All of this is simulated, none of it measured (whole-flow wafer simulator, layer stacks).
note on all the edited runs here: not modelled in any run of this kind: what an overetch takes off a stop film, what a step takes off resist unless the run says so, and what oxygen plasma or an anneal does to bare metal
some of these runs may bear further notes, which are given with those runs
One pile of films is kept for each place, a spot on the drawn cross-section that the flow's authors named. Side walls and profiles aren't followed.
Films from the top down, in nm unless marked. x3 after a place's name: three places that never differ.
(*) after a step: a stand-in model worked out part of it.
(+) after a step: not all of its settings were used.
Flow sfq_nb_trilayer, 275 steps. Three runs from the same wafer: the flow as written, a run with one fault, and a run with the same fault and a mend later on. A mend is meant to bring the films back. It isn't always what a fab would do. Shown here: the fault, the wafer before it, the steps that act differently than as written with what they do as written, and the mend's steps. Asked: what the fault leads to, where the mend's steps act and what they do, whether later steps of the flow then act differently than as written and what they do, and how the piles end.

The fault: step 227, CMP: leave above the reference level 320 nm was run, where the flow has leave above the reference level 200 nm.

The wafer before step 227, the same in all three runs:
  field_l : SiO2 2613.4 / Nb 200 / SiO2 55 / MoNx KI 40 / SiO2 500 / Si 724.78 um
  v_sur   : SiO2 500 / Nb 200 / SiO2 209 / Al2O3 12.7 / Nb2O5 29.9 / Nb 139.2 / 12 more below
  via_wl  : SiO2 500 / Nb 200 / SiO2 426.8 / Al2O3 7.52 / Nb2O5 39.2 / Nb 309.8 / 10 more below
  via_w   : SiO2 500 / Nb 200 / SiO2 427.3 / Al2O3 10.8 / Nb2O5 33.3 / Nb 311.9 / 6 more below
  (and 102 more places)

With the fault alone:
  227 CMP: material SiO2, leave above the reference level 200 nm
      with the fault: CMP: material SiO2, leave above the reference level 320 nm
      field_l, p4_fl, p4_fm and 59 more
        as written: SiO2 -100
        with the fault: nothing
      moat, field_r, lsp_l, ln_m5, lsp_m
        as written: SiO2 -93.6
        with the fault: nothing
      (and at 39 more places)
  Later steps of the flow that act differently than as written (6 more steps differ only slightly, by at most 2% or 0.5 nm, whichever is larger, and aren't shown):
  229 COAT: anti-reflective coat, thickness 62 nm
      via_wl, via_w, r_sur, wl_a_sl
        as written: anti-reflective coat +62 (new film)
        with the fault: anti-reflective coat +60.7 (new film)
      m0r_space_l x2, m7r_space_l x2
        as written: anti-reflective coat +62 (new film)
        with the fault: anti-reflective coat +65 (new film)
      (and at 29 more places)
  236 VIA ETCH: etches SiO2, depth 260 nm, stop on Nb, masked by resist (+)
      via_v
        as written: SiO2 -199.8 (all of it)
        with the fault: SiO2 -260
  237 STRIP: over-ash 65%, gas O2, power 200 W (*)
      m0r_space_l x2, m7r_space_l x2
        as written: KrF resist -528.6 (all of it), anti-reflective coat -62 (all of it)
        with the fault: KrF resist -531.5 (all of it), anti-reflective coat -65 (all of it)
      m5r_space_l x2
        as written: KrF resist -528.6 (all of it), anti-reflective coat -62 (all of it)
        with the fault: KrF resist -531.5 (all of it), anti-reflective coat -63.8 (all of it)
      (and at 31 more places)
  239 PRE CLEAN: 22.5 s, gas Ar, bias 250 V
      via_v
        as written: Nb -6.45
        with the fault: SiO2 -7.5
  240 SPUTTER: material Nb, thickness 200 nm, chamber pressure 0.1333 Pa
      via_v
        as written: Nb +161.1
        with the fault: Nb +146.9 (new film)
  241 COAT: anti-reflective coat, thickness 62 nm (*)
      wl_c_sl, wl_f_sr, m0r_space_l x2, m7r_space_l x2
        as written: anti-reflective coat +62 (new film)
        with the fault: anti-reflective coat +64.6 (new film)
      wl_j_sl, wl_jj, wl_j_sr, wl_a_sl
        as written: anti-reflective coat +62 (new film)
        with the fault: anti-reflective coat +60.7 (new film)
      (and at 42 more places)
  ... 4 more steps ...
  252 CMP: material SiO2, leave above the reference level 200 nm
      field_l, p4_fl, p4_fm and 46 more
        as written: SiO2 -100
        with the fault: SiO2 -80
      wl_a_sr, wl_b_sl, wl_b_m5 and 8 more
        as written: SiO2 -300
        with the fault: SiO2 -280
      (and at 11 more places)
  At the end the piles differ from the flow's by more than 2% or 0.5 nm, whichever is larger, at field_l, v_sur, via_wl and 103 more.
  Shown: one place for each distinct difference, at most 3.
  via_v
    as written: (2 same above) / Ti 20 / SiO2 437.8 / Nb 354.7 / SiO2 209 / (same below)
    with the fault: (2 same above) / Ti 20 / SiO2 513.3 / Nb 146.9 / SiO2 52.3 / Nb 200 / SiO2 209 / (same below)
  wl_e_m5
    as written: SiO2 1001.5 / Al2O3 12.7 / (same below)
    with the fault: SiO2 1121.5 / Al2O3 12.7 / (same below)
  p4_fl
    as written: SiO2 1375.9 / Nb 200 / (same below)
    with the fault: SiO2 1495.9 / Nb 200 / (same below)

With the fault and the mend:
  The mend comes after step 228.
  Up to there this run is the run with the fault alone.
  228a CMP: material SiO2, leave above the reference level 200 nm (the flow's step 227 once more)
      field_l, p4_fl, p4_fm and 59 more
        SiO2 -100
      v_sur, via_wl, via_w and 33 more
        SiO2 -120
      moat, field_r, lsp_l, ln_m5, lsp_m
        SiO2 -93.6
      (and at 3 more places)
  No later step of the flow acts differently than as written at any place that is followed.
  At the end the piles are the same as the flow's at every place that both follow.
